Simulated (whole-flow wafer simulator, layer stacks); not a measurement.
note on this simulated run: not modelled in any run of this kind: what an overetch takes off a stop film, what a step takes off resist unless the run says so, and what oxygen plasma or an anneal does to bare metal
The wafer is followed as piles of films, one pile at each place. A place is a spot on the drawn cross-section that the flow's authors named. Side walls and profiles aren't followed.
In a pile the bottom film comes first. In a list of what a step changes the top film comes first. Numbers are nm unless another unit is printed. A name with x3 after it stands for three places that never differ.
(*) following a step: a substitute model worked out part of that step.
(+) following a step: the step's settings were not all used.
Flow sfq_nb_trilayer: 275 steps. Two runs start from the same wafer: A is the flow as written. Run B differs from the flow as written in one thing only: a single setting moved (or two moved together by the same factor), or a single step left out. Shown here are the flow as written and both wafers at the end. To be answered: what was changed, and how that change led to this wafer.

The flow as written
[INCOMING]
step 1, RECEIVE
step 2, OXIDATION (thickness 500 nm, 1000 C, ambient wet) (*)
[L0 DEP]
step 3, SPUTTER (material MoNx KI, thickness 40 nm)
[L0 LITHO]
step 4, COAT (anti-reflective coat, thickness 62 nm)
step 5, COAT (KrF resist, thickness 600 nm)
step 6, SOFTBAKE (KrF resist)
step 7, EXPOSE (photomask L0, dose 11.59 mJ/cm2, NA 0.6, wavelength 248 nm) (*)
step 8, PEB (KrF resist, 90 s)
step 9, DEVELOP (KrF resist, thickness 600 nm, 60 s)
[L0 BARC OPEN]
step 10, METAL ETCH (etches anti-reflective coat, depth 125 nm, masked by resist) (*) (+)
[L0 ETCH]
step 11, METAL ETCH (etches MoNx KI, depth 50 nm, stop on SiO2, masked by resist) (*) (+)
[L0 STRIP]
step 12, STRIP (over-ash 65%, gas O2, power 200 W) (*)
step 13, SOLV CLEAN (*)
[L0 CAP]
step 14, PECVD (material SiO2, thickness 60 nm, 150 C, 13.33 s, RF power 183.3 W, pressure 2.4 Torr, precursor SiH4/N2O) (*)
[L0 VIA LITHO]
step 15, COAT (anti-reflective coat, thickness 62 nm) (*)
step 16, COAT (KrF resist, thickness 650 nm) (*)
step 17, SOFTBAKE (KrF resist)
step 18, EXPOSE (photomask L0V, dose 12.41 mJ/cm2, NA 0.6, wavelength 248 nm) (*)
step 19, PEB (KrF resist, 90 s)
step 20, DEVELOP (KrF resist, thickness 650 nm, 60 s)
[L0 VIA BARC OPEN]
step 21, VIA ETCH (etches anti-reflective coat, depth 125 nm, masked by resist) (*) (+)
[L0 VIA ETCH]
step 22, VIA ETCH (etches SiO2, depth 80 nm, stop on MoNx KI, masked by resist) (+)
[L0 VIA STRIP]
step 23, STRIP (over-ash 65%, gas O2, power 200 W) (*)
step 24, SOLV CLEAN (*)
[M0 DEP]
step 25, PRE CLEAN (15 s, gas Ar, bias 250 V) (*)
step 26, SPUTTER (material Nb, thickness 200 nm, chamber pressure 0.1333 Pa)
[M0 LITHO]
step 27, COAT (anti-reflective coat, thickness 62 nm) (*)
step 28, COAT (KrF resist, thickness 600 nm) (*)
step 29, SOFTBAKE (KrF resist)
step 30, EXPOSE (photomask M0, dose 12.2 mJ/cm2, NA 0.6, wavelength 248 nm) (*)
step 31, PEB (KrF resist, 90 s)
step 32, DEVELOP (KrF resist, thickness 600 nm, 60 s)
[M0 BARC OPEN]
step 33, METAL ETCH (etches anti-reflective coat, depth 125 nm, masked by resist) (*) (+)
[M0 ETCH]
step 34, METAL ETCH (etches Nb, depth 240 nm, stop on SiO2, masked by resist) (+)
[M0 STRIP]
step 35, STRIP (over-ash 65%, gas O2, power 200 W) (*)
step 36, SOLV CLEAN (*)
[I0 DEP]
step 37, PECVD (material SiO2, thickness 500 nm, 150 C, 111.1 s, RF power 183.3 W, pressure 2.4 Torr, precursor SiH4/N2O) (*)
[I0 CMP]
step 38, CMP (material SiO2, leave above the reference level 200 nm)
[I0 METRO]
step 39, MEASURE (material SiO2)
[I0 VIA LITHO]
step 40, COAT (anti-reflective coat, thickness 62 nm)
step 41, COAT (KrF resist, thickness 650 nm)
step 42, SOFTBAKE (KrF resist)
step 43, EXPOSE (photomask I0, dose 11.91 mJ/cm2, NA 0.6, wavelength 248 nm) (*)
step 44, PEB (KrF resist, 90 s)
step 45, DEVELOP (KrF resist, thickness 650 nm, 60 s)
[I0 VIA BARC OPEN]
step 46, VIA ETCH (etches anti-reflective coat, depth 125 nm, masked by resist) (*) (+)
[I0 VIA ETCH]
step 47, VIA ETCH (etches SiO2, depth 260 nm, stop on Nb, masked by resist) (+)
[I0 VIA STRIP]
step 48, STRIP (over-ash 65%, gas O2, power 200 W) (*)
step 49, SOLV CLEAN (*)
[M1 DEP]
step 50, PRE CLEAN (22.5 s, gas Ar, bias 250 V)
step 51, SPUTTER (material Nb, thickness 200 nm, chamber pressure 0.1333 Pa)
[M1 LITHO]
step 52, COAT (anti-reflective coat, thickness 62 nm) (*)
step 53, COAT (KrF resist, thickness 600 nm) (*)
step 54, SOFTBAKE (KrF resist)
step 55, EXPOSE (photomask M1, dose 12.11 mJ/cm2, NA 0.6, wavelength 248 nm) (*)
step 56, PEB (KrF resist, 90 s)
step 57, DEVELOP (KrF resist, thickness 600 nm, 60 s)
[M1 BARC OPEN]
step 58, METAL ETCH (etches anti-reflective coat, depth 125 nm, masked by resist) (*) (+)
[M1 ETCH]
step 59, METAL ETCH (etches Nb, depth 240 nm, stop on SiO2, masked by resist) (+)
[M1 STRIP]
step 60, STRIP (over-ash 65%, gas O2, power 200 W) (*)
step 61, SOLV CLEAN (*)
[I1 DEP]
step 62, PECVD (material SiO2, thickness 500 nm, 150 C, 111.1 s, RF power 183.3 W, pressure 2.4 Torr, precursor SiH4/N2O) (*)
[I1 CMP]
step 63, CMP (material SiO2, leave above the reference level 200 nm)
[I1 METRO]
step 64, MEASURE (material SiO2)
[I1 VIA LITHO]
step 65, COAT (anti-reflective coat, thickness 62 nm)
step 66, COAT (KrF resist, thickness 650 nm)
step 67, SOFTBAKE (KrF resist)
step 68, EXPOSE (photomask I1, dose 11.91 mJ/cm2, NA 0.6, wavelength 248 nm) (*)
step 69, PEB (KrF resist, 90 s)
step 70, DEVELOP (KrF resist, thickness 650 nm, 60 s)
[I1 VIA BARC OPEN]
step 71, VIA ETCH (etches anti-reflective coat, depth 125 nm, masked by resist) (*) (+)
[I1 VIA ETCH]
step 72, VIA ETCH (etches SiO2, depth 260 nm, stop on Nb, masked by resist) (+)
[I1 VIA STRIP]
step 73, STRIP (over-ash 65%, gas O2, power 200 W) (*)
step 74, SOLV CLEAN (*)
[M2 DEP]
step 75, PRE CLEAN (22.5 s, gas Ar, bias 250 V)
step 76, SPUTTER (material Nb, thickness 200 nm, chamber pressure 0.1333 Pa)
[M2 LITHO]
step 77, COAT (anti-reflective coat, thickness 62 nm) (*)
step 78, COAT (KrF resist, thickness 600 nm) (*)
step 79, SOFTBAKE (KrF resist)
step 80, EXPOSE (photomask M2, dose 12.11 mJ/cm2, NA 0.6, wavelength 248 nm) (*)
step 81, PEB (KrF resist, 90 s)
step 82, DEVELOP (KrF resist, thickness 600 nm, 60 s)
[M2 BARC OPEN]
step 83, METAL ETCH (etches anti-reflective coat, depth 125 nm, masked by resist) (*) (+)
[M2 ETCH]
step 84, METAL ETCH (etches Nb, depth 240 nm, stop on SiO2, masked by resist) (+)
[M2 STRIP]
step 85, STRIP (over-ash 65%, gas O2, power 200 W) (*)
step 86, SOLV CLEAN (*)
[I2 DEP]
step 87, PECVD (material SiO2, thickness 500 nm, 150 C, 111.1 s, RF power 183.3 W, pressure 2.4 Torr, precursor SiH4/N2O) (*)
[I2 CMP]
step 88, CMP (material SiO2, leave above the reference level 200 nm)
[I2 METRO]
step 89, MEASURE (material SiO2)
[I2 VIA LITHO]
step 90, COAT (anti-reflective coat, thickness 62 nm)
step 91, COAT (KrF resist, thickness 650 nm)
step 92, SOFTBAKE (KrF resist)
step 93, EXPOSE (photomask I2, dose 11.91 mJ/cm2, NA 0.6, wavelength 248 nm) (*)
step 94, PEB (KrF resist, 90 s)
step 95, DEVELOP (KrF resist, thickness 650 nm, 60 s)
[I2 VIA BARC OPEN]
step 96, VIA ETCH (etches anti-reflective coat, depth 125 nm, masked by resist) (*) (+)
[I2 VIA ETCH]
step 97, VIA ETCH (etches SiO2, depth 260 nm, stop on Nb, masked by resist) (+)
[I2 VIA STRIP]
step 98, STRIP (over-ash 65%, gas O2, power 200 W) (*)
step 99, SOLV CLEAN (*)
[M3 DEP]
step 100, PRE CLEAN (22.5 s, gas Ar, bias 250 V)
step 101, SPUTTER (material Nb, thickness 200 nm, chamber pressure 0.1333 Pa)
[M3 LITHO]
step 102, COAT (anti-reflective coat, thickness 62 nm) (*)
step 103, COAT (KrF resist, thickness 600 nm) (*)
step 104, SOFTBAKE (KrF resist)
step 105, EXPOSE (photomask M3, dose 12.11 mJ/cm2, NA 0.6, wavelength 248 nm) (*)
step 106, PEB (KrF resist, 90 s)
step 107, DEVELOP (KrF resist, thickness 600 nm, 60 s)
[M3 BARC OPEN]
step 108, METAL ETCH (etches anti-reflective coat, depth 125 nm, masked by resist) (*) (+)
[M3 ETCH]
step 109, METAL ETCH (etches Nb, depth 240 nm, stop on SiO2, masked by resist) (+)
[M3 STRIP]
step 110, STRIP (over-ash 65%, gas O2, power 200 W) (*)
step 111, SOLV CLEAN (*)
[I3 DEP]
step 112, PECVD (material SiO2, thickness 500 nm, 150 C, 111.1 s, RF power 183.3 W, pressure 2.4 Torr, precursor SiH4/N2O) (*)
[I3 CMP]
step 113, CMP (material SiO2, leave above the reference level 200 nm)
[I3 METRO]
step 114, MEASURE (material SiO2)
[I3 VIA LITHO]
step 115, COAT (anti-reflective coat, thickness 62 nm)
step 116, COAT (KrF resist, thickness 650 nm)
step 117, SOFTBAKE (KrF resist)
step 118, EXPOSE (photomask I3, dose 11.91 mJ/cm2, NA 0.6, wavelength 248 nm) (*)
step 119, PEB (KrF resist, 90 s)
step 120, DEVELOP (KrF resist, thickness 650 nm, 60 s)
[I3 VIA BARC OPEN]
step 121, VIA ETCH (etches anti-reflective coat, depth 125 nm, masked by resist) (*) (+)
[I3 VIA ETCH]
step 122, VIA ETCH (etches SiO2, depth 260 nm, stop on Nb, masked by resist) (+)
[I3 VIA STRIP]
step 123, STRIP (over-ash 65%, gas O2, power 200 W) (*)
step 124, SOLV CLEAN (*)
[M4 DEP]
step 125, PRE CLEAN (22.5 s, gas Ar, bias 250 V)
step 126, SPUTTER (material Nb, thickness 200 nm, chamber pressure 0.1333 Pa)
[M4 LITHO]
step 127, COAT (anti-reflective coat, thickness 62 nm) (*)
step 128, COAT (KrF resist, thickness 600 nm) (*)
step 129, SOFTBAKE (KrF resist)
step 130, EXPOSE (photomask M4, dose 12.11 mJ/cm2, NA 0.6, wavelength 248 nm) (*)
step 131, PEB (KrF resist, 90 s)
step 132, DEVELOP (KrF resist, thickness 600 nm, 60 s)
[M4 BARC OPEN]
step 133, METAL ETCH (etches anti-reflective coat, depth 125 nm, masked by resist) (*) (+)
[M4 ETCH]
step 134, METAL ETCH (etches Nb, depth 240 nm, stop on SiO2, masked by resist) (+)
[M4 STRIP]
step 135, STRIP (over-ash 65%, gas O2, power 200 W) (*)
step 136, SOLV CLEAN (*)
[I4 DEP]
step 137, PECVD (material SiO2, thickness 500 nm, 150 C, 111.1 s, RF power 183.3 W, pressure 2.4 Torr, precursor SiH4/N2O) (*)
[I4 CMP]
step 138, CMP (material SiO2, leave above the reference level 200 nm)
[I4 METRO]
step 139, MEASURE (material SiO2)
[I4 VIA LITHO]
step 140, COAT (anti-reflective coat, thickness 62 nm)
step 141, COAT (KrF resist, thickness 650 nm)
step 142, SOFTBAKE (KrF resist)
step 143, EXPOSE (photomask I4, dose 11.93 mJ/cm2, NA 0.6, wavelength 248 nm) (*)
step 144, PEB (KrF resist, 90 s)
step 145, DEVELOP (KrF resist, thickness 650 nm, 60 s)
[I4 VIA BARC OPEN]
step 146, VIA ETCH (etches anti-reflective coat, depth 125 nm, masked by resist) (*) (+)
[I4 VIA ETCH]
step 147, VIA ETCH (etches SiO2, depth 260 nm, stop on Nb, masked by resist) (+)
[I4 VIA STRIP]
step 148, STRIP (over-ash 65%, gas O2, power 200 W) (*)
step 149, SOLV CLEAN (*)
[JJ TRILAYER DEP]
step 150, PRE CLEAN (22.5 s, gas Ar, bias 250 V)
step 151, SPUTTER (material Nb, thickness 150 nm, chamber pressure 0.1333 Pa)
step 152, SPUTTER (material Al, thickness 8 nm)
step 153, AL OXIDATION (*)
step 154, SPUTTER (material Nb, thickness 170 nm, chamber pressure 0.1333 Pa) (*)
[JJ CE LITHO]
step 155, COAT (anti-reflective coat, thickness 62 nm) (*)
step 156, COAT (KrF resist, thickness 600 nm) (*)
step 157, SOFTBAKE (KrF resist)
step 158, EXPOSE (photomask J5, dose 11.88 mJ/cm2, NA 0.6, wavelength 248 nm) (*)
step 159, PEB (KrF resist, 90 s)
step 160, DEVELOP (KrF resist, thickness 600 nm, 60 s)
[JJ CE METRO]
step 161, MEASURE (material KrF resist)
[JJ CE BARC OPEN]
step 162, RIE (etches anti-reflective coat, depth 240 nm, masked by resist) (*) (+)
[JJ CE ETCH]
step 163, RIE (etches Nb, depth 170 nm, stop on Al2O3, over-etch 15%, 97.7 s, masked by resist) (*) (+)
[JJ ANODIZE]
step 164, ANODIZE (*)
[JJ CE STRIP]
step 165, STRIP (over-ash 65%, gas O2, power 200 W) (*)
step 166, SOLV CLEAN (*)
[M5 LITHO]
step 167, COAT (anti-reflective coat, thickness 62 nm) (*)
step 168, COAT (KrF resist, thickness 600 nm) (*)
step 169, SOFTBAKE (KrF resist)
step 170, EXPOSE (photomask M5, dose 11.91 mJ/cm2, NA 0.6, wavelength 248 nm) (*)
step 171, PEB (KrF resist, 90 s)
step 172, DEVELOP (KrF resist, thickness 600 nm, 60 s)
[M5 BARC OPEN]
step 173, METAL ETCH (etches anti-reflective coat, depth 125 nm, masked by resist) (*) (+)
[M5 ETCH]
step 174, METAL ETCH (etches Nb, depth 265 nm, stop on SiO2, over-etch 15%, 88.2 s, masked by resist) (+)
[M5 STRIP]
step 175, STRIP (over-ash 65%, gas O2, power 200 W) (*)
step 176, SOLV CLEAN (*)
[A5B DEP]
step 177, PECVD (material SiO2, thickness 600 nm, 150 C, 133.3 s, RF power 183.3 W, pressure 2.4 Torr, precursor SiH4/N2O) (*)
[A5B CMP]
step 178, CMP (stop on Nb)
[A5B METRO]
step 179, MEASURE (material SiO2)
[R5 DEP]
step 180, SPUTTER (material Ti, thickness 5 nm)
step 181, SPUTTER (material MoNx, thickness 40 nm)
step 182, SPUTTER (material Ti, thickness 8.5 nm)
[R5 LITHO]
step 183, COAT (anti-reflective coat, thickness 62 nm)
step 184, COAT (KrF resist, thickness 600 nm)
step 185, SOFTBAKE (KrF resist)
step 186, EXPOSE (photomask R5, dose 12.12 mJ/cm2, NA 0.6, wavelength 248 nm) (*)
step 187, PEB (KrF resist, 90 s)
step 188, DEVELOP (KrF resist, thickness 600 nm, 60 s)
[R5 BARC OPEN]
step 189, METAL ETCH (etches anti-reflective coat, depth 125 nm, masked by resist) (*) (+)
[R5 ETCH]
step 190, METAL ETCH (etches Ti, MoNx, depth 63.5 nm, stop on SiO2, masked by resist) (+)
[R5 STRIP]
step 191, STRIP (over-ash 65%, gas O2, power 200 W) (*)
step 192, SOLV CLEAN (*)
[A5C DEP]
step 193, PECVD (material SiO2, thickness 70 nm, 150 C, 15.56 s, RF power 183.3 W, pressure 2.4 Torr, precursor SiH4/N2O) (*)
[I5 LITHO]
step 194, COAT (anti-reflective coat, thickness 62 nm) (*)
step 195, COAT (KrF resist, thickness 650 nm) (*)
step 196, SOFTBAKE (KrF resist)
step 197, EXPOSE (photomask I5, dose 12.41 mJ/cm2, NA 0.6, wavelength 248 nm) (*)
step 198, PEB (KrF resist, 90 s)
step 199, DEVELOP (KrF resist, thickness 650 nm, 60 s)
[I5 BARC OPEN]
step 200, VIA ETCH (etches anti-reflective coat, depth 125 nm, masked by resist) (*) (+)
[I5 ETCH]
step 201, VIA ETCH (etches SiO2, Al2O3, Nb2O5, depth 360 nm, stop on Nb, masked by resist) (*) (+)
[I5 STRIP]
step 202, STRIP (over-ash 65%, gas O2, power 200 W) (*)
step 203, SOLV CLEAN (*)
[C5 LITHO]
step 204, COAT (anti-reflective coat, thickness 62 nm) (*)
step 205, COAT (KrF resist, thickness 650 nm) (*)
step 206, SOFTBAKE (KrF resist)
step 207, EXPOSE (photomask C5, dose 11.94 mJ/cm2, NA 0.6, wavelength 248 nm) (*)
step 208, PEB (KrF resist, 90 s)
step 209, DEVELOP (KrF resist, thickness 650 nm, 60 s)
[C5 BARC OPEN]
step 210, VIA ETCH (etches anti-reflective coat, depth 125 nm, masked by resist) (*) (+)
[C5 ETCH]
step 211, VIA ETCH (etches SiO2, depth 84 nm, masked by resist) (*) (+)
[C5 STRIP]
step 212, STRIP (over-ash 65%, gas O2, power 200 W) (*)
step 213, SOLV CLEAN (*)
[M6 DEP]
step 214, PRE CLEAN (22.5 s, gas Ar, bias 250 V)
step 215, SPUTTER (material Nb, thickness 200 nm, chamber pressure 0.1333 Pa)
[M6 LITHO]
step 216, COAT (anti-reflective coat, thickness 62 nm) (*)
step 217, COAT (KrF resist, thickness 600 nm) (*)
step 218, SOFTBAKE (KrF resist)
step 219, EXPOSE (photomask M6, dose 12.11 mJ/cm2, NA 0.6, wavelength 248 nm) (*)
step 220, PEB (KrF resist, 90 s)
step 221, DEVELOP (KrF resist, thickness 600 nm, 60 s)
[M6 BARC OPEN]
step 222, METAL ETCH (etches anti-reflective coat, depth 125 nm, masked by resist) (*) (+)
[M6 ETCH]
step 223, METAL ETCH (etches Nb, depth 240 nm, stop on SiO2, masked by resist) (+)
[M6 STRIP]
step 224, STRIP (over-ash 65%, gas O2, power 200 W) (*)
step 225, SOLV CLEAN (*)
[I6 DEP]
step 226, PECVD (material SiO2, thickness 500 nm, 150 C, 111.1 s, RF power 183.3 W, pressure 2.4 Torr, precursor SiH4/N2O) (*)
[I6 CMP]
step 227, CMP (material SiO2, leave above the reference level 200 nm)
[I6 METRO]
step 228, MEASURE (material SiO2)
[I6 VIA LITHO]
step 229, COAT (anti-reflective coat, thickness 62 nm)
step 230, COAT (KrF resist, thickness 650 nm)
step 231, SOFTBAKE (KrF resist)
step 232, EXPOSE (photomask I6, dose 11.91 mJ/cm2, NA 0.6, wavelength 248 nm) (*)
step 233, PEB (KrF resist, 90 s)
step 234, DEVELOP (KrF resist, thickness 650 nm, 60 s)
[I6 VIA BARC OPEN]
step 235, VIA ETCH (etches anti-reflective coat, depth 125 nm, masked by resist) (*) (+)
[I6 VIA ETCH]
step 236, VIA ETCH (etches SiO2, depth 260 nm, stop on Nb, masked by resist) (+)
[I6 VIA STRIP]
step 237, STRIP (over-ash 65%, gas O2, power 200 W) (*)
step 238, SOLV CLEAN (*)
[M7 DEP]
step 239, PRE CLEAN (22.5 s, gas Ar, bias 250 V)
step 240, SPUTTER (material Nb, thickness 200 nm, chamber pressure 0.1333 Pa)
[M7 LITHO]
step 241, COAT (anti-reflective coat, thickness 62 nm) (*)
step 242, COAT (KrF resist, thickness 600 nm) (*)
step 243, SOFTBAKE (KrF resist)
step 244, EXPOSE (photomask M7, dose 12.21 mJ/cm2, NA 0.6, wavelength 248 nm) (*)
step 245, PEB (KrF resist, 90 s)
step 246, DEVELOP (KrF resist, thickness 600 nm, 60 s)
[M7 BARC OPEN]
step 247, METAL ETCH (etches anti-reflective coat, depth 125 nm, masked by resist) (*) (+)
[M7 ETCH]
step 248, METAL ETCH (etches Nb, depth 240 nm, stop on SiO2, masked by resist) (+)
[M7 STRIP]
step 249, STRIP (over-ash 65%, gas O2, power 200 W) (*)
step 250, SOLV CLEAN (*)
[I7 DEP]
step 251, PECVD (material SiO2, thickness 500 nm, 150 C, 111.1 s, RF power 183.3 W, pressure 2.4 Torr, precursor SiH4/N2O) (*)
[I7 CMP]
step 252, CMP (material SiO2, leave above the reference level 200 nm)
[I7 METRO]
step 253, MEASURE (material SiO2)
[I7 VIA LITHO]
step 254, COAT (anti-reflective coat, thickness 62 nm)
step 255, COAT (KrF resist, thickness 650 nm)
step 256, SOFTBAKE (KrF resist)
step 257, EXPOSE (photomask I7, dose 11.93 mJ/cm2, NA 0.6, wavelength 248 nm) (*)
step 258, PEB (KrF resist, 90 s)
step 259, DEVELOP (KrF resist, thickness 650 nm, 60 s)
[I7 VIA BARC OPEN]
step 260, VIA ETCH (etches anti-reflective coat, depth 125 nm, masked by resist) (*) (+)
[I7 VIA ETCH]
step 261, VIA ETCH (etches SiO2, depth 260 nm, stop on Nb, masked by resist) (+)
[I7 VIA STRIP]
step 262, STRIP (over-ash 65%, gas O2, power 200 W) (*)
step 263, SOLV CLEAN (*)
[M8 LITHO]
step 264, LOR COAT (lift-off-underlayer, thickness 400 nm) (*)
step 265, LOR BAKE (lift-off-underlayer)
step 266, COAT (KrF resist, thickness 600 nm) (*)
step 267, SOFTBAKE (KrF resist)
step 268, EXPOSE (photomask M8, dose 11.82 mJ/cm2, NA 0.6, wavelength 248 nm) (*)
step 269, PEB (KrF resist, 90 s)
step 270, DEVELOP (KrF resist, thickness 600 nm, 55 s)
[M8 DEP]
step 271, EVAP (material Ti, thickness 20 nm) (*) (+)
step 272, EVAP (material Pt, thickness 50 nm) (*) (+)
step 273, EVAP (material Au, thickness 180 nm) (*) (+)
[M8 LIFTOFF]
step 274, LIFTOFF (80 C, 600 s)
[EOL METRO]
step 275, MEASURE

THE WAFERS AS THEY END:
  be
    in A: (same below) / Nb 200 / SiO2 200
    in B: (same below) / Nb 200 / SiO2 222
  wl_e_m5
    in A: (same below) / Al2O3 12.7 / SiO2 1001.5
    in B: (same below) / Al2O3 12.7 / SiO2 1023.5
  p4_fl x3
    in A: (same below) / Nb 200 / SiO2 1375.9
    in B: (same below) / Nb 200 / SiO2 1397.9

What caused this: step 252, CMP: leave above the reference level 222 nm was run, while the flow as written has leave above the reference level 200 nm.
The wafer lets one read it off: be has SiO2 222, and step 252 as written asks for 200 nm.

How this came from the change, step by step:
  step 252, CMP (material SiO2, leave above the reference level 200 nm)
      field_l, p4_fl x3, p4_w1 x3 and 52 more: A SiO2 loses 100 | B SiO2 loses 78
      v_sur, via_wl, via_w and 37 more: A SiO2 loses 300 | B SiO2 loses 278
      (also at 7 further places)
  step 261, VIA ETCH (etches SiO2, depth 260 nm, stop on Nb, masked by resist) (+)
      via_wl, via_w, via_wr: A SiO2 loses 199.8 (all of it) | B SiO2 loses 221.8 (all of it)
  step 264, LOR COAT (lift-off-underlayer, thickness 400 nm) (*)
      via_wl, via_wr: A lift-off-underlayer gains 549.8 (new film) | B lift-off-underlayer gains 566.2 (new film)
      via_w: A lift-off-underlayer gains 536.4 (new film) | B lift-off-underlayer gains 551.4 (new film)
  step 270, DEVELOP (KrF resist, thickness 600 nm, 55 s)
      via_wl: A KrF resist loses 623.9 (all of it), lift-off-underlayer loses 549.8 (all of it) | B KrF resist loses 626.6 (all of it), lift-off-underlayer loses 566.2 (all of it)
      via_w: A KrF resist loses 635.4 (all of it), lift-off-underlayer loses 536.4 (all of it) | B KrF resist loses 639.5 (all of it), lift-off-underlayer loses 551.4 (all of it)
      (also at 1 further place)
